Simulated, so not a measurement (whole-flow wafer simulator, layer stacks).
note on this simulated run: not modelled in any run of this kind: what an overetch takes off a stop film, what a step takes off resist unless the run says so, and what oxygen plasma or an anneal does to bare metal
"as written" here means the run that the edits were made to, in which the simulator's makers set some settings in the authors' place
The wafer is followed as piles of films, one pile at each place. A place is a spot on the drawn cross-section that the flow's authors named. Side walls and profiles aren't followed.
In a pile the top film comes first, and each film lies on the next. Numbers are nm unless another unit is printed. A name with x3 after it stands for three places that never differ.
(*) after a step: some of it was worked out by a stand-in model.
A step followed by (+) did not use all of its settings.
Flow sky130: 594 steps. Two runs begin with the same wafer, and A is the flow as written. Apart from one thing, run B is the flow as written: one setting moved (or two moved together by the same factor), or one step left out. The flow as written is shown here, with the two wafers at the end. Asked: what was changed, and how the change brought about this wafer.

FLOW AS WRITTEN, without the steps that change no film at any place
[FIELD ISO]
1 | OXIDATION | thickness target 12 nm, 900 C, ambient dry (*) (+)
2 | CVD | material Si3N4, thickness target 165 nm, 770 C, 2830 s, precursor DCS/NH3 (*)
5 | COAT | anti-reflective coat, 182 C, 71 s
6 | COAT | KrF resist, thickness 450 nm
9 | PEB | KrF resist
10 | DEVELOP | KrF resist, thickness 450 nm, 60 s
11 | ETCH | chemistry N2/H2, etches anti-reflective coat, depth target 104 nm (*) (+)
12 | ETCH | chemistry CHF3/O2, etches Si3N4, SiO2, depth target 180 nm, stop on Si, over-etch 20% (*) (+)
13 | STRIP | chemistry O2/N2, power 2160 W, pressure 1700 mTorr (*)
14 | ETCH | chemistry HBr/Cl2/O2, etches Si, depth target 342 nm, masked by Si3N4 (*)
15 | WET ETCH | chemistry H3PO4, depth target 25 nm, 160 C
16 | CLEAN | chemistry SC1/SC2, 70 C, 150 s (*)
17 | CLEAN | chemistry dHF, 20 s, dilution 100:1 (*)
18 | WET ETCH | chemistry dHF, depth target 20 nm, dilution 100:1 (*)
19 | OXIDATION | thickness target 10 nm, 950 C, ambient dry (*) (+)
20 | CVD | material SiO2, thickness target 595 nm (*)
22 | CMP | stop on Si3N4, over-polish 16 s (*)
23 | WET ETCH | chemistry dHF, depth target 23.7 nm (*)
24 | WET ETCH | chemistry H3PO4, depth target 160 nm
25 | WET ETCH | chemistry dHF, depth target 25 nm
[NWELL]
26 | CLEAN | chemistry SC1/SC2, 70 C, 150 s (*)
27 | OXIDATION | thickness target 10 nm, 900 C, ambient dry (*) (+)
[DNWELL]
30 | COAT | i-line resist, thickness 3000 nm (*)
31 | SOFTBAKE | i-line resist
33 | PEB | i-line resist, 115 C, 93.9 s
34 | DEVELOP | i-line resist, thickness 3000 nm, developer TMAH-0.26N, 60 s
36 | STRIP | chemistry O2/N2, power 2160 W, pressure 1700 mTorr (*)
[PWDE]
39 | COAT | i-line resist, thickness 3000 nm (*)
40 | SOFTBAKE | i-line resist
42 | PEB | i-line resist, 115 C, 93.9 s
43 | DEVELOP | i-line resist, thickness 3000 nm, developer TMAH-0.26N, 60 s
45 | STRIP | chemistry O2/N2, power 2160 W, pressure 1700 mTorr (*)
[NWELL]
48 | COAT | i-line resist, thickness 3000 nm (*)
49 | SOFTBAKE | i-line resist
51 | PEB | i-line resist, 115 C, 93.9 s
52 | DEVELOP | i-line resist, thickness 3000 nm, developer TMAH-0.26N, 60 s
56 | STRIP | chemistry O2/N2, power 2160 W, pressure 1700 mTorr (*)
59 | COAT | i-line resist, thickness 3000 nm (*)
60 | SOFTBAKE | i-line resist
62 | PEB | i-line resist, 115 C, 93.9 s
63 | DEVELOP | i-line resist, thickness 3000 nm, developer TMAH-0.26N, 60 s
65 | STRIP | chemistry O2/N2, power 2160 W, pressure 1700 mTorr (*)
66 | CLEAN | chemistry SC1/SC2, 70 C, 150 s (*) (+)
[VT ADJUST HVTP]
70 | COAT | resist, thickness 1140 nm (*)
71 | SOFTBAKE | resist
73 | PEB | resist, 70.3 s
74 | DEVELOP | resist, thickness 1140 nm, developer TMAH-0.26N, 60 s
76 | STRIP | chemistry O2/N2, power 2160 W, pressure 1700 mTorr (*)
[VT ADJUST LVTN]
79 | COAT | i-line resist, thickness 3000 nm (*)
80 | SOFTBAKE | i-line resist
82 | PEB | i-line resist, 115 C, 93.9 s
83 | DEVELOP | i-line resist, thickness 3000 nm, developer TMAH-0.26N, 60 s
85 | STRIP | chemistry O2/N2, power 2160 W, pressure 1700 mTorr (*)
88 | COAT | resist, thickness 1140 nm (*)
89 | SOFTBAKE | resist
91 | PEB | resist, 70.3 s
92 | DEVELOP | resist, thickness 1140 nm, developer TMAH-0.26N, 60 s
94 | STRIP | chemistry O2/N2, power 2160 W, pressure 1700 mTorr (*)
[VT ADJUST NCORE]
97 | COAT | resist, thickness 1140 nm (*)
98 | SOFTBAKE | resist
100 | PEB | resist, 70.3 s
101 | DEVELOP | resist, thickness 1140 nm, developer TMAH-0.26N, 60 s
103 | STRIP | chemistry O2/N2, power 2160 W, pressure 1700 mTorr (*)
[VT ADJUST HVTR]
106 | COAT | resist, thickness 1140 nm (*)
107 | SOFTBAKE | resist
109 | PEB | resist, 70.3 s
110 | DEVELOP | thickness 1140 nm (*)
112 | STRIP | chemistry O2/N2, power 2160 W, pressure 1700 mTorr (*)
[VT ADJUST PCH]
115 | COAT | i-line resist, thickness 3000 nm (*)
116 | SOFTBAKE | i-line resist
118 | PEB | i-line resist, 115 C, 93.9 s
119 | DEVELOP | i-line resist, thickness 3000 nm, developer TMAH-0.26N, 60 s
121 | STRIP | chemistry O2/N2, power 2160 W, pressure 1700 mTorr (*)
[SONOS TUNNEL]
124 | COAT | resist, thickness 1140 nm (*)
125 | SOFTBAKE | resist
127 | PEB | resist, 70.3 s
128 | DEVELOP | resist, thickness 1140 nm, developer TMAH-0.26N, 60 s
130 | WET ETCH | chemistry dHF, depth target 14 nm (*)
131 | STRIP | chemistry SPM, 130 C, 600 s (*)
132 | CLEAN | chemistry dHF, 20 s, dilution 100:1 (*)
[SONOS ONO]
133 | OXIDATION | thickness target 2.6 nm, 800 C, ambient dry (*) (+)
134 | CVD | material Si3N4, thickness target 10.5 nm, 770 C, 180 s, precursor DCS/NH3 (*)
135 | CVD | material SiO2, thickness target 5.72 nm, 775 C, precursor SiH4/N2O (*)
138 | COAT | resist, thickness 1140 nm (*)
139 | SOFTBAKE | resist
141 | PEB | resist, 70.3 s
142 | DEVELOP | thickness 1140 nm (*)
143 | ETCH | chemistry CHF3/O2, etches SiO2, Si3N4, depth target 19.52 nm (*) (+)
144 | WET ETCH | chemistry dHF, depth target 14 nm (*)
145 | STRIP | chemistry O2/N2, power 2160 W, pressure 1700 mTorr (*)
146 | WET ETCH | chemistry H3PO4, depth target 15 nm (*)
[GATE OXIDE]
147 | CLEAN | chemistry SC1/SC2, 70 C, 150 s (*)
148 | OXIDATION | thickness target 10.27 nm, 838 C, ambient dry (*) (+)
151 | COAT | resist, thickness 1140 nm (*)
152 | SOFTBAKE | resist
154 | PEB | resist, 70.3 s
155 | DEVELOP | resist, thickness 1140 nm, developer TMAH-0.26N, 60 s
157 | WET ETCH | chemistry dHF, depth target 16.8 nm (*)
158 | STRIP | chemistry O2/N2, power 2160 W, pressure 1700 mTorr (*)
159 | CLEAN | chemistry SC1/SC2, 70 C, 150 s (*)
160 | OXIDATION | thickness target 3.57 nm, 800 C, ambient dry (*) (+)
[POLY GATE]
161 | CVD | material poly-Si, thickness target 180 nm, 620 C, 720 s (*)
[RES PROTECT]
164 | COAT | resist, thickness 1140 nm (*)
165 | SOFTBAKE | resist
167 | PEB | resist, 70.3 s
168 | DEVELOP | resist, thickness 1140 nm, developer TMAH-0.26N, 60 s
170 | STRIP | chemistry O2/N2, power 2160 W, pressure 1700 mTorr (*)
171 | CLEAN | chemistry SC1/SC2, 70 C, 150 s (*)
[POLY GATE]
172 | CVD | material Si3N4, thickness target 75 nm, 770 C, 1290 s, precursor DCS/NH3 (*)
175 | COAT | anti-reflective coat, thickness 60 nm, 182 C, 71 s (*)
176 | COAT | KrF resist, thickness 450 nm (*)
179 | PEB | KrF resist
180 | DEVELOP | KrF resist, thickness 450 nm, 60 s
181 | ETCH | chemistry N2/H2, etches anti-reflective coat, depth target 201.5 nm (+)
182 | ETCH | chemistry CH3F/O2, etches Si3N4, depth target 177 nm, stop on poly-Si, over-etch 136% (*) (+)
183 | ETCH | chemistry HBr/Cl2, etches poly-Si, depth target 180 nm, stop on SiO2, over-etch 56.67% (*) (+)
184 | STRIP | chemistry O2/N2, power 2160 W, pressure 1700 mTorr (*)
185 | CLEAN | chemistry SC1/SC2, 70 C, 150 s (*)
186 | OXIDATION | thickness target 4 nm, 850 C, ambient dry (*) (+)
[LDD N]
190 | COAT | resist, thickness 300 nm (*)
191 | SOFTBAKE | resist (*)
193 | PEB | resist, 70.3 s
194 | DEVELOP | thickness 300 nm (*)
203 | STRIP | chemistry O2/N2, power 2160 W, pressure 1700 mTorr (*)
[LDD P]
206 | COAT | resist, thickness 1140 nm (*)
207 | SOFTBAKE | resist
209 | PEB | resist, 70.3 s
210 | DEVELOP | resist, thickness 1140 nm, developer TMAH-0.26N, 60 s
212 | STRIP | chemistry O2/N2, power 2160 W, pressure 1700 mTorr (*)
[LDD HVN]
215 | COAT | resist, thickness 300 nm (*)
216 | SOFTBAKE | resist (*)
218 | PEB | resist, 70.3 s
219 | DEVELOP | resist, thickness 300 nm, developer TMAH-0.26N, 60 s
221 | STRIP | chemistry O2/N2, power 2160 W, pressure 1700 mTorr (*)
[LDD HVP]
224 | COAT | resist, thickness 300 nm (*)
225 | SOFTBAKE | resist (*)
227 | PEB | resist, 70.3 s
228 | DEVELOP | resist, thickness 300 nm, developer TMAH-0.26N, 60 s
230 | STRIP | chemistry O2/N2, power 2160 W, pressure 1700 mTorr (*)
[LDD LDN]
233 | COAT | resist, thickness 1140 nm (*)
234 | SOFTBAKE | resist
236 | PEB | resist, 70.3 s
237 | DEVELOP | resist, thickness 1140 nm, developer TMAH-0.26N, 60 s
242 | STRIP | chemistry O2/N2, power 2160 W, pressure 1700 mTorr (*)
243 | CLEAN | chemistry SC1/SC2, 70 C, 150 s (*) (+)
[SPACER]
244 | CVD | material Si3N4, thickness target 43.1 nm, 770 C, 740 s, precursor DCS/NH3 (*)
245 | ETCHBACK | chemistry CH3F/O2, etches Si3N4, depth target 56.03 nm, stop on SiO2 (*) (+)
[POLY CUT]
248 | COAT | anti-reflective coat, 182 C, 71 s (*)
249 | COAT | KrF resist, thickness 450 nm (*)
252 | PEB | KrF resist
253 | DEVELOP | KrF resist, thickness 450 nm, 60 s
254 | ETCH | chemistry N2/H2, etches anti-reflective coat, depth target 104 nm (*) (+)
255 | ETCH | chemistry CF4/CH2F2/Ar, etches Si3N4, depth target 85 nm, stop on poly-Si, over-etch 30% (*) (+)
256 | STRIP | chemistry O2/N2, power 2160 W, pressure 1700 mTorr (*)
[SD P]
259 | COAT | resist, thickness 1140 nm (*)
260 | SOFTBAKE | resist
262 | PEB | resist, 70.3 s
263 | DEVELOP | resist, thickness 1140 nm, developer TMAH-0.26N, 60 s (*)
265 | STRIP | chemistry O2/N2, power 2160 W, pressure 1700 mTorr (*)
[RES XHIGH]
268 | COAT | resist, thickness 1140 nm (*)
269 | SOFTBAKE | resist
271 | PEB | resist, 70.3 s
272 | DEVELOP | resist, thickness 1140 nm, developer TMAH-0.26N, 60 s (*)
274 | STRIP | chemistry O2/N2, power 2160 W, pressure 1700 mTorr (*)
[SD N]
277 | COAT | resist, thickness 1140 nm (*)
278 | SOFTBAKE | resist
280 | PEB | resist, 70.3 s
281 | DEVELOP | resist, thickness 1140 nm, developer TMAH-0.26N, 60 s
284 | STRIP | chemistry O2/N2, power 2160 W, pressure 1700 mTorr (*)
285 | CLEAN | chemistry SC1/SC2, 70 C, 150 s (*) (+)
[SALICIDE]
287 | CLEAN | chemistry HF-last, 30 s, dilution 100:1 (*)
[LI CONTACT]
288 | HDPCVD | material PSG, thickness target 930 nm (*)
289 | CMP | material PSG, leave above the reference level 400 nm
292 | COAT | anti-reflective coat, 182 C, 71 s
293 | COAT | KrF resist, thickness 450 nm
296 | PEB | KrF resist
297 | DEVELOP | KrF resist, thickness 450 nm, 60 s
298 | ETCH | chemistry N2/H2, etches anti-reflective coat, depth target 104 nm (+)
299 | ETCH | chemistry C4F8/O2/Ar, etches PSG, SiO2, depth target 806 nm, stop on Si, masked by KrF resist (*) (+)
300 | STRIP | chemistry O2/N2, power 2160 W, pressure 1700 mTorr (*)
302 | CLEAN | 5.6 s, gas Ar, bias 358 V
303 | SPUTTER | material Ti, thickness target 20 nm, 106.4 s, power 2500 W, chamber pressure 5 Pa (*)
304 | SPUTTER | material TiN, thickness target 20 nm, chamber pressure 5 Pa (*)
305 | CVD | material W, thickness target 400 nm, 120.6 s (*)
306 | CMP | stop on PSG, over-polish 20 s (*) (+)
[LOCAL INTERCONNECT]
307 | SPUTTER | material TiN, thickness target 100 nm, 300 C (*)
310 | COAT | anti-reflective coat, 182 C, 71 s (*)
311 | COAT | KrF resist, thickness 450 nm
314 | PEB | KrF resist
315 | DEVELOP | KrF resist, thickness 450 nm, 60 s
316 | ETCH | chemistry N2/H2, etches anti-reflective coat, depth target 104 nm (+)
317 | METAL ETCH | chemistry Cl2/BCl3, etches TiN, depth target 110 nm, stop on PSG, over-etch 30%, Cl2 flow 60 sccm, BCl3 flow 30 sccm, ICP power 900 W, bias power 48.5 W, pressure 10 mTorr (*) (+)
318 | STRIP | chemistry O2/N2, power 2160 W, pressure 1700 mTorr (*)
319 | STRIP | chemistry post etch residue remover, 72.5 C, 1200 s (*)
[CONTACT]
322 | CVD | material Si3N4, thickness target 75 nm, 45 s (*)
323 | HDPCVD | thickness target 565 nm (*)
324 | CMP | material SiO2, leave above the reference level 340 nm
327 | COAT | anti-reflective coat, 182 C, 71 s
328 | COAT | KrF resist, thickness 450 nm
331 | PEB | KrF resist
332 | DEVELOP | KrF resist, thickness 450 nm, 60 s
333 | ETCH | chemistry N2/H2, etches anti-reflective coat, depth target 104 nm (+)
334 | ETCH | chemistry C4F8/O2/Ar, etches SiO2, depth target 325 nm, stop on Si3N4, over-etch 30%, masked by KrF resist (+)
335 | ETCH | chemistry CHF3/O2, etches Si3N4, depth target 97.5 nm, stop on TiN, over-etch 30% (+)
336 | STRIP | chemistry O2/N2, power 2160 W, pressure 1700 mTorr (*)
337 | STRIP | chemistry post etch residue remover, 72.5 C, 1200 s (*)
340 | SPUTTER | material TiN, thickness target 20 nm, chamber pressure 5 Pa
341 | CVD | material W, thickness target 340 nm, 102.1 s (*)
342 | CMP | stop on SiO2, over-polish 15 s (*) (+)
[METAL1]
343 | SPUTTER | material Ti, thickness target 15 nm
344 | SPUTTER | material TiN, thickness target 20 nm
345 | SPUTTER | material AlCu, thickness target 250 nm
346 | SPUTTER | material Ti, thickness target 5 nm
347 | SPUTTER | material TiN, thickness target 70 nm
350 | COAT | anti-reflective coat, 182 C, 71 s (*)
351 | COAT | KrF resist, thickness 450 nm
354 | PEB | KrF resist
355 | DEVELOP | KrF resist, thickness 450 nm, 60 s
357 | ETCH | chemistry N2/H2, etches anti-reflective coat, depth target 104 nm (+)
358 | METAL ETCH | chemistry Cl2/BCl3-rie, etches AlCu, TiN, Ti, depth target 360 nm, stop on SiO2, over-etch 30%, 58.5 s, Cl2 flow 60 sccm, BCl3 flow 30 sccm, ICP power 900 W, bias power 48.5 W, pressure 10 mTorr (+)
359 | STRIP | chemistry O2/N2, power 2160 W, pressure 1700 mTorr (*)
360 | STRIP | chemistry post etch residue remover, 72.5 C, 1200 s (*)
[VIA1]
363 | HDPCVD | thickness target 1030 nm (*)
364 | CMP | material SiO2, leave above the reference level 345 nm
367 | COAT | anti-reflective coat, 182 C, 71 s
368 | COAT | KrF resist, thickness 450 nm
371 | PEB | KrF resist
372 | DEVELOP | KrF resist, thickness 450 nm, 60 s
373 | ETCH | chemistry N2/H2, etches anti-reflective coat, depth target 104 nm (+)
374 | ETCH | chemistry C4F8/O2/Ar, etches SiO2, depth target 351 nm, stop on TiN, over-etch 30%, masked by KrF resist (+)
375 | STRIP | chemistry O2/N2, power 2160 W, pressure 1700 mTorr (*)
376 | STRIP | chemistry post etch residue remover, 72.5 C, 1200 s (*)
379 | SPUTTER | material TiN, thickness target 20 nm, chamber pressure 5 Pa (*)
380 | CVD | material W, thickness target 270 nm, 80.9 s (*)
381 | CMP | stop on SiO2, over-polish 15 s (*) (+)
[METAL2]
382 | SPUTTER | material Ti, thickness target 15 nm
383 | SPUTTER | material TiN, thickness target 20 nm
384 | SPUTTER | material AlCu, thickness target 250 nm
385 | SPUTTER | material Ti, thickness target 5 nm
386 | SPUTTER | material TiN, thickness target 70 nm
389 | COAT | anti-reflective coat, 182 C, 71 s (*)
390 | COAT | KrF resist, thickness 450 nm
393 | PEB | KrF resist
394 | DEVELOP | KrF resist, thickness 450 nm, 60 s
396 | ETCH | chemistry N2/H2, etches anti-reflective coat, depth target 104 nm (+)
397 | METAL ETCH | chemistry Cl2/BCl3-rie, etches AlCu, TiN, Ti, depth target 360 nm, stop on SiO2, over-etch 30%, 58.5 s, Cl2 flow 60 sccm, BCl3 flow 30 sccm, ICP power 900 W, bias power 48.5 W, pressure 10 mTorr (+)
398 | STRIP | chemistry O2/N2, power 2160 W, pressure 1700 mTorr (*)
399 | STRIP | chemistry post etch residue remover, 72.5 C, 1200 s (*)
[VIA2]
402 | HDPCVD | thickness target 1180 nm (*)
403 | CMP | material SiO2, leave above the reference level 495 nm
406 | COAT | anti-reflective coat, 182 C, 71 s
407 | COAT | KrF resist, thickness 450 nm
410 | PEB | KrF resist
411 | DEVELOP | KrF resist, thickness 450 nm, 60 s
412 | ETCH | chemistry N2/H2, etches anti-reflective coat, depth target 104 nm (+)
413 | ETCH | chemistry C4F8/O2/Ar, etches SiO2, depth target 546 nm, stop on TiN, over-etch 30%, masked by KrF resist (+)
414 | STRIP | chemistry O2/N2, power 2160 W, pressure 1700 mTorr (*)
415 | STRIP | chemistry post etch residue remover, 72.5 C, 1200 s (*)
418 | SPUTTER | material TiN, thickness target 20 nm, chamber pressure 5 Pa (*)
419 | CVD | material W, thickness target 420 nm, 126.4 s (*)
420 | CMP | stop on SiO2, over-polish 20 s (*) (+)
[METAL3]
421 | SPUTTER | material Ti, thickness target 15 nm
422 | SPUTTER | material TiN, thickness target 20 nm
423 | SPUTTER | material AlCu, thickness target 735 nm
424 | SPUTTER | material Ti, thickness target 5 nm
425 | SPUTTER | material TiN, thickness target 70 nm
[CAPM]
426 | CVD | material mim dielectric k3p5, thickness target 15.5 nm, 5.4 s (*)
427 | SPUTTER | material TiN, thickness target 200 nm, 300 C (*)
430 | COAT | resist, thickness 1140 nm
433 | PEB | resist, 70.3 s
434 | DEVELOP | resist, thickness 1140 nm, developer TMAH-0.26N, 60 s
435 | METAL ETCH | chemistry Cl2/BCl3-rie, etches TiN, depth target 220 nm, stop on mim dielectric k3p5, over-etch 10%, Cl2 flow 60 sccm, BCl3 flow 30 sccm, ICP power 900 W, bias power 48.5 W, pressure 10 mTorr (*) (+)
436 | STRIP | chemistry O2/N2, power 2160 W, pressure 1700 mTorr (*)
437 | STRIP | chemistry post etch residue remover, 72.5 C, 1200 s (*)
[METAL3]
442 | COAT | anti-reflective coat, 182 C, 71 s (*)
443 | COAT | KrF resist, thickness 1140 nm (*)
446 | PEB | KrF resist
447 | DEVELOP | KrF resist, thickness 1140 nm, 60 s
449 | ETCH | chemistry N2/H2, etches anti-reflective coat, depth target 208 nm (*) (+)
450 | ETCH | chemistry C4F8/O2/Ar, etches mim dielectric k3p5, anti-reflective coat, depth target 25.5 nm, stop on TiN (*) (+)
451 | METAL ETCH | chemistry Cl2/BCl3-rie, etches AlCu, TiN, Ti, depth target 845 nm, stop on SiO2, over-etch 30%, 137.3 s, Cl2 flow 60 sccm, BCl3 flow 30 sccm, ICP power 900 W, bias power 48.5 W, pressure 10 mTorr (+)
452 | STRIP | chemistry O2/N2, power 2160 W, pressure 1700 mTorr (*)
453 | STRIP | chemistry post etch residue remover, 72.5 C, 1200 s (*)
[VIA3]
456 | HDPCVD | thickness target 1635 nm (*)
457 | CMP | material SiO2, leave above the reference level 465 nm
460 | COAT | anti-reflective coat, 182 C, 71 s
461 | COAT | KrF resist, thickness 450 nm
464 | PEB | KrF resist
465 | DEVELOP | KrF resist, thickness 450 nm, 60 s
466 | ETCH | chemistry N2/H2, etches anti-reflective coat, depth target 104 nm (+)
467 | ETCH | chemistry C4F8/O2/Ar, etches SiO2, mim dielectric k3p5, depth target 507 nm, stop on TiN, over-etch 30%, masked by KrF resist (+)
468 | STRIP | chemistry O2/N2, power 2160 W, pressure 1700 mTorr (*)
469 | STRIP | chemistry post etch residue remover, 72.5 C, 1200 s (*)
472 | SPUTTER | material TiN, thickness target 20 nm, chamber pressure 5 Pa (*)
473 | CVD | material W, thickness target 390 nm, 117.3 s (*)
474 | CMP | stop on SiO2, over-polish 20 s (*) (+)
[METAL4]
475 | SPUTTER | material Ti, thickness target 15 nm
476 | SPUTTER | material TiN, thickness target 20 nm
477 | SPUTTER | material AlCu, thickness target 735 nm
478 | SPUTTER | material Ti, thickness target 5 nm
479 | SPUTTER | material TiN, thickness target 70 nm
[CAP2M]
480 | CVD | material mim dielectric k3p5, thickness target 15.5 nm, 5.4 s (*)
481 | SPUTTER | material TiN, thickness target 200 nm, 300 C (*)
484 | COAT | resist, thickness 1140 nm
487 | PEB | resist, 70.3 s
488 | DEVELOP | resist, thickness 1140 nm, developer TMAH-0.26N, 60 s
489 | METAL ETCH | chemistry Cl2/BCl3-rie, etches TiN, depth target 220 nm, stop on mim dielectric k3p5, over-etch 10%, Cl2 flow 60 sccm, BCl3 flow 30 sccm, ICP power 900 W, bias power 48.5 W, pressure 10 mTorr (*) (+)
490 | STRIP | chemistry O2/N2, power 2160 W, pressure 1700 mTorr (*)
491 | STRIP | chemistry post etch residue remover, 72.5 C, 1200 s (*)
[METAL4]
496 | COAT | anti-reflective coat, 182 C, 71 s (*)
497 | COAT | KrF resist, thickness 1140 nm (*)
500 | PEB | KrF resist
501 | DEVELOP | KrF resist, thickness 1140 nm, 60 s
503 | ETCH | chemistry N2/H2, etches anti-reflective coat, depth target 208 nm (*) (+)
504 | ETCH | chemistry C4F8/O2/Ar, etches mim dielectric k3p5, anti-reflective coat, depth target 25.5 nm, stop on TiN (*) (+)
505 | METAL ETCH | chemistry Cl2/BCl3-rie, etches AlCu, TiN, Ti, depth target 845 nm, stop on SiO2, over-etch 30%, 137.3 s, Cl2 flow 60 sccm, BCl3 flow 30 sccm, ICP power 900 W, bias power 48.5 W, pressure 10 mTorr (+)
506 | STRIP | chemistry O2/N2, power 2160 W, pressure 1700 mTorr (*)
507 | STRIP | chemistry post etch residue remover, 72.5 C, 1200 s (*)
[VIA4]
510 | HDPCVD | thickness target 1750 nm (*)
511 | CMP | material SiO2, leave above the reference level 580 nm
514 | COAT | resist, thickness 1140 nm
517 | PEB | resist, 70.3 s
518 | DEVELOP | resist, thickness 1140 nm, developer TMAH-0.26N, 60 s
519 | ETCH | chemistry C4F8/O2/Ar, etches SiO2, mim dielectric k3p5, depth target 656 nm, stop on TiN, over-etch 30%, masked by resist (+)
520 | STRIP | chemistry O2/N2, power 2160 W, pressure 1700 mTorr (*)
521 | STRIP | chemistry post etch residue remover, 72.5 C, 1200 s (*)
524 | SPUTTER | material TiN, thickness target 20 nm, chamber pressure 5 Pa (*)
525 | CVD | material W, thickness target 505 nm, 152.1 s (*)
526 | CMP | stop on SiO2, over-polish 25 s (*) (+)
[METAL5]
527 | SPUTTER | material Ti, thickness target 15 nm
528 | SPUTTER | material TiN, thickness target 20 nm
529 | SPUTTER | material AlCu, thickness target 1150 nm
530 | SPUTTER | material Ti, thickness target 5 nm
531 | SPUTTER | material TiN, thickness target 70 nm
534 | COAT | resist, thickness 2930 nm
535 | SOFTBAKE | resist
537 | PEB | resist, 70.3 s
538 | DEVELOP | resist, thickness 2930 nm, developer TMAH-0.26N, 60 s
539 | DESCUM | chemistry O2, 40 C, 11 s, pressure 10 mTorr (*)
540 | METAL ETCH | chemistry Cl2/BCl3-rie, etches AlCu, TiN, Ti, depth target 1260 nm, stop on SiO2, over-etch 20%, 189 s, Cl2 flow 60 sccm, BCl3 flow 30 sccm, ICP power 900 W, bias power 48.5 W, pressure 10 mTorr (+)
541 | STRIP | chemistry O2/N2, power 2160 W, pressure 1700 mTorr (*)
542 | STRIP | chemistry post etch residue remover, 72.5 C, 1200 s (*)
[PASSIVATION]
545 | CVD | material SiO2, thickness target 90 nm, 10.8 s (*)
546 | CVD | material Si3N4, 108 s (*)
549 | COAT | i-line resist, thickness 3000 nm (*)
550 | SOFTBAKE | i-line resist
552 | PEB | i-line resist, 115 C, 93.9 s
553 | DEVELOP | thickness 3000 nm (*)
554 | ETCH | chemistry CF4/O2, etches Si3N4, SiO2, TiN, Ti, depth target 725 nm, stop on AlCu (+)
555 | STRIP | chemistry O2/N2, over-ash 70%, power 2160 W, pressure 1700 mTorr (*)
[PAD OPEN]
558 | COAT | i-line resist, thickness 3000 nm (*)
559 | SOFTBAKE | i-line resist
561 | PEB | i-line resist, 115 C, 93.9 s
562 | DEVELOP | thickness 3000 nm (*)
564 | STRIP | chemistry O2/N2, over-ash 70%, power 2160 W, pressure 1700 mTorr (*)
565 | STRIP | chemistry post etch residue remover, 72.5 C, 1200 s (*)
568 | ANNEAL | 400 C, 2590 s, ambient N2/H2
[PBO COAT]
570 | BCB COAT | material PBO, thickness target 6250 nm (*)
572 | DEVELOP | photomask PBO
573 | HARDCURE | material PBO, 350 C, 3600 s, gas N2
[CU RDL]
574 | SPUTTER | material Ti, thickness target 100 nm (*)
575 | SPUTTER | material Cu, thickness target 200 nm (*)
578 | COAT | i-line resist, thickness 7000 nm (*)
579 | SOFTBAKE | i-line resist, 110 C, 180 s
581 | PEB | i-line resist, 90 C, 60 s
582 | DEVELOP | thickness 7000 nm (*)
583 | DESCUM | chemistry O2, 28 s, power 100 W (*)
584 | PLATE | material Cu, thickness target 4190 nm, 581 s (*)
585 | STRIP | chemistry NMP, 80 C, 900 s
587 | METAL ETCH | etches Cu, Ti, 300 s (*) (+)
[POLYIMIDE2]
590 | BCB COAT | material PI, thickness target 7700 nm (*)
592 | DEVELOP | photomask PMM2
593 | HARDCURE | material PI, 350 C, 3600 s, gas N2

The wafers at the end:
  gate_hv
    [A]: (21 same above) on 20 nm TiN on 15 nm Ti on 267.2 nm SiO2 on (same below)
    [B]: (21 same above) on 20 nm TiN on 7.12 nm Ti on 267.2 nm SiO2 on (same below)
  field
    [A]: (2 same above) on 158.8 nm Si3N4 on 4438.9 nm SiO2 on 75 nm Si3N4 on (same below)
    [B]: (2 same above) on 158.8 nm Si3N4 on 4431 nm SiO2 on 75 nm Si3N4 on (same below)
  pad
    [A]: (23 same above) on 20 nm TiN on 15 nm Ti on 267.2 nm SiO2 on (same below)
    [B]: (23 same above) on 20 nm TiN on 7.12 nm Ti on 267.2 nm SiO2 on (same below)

The reason: step 382, SPUTTER: thickness target 7.12 nm was run, while the flow as written has thickness target 15 nm.
The wafer itself shows it: gate_hv has Ti 7.12, and step 382 as written asks for 15 nm.

Step by step, how the change led to this:
  382 | SPUTTER | material Ti, thickness target 15 nm
      field, active, n_well and 188 more: A +15 Ti (new film) | B +7.12 Ti (new film)
  397 | METAL ETCH | chemistry Cl2/BCl3-rie, etches AlCu, TiN, Ti, depth target 360 nm, stop on SiO2, over-etch 30%, 58.5 s, Cl2 flow 60 sccm, BCl3 flow 30 sccm, ICP power 900 W, bias power 48.5 W, pressure 10 mTorr (+)
      field, active, gate and 82 more: A -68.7 TiN (all of it), -5 Ti (all of it), -250 AlCu (all of it), -20 TiN (all of it), -15 Ti (all of it), -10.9 SiO2 | B -68.7 TiN (all of it), -5 Ti (all of it), -250 AlCu (all of it), -20 TiN (all of it), -7.12 Ti (all of it), -11.7 SiO2
